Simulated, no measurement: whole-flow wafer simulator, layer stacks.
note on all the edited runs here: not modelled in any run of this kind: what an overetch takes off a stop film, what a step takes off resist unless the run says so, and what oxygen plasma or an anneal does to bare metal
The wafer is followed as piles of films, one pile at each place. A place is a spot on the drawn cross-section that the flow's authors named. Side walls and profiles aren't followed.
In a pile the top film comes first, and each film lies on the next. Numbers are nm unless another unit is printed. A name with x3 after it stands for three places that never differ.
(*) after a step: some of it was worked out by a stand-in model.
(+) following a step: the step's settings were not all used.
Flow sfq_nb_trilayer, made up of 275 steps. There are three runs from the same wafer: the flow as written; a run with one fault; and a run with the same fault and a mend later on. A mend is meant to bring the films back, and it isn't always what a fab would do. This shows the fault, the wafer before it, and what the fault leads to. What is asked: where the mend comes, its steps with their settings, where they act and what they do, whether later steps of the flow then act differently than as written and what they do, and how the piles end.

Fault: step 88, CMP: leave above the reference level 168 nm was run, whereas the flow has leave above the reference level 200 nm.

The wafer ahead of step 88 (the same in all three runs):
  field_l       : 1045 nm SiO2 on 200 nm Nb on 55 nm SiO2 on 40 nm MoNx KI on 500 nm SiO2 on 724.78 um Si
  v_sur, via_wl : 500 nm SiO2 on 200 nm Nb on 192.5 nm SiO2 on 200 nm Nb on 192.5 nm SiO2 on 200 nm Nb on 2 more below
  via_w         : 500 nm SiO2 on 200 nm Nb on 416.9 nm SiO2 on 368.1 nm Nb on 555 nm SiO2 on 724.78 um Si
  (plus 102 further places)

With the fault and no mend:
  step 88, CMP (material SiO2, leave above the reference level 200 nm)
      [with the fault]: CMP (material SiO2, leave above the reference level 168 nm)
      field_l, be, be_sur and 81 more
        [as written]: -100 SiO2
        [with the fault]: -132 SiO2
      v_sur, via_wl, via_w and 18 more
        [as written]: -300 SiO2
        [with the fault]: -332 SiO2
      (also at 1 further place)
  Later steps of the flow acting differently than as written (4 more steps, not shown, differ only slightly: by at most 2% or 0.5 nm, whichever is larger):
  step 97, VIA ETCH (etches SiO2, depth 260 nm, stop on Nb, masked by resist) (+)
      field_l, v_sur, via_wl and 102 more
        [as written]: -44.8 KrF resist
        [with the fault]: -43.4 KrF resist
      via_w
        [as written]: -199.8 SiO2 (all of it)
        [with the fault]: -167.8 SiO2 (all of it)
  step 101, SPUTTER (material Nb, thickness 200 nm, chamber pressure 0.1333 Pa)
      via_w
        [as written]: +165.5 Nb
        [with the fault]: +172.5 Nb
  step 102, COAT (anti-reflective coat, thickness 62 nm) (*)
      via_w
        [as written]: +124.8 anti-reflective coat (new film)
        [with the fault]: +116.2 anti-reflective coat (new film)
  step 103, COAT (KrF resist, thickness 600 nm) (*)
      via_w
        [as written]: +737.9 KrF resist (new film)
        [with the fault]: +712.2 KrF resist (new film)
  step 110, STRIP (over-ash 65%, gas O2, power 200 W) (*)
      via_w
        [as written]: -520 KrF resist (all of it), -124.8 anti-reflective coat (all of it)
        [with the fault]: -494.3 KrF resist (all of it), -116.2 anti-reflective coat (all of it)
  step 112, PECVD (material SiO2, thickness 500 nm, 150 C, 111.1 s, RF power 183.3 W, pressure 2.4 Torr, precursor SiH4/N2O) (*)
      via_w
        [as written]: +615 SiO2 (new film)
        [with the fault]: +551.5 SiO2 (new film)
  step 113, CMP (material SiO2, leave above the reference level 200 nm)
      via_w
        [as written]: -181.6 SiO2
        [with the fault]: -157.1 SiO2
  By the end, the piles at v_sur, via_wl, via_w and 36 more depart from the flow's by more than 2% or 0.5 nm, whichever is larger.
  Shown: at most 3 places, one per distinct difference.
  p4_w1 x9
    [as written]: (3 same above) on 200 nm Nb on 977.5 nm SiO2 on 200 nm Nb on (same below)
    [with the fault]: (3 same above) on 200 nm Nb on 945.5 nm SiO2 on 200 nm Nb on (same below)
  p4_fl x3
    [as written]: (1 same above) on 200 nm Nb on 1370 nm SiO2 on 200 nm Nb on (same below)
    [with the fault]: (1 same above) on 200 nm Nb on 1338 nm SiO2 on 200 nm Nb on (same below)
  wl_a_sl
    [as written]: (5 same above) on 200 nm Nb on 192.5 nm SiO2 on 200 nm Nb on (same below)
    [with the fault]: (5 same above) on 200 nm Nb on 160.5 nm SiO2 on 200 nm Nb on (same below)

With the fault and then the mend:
  After step 89 comes the mend.
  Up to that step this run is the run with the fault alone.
  step 89a, PECVD (material SiO2, thickness 32 nm, 150 C, 7.111 s, RF power 183.3 W, pressure 2.4 Torr, precursor SiH4/N2O) (a further turn of the flow's step 87, with different settings)
      field_l, v_sur, via_wl and 103 more
        +32 SiO2
  None of the later steps of the flow acts differently than as written at any place that is followed.
  At every place that both follow, the piles at the end match the flow's.
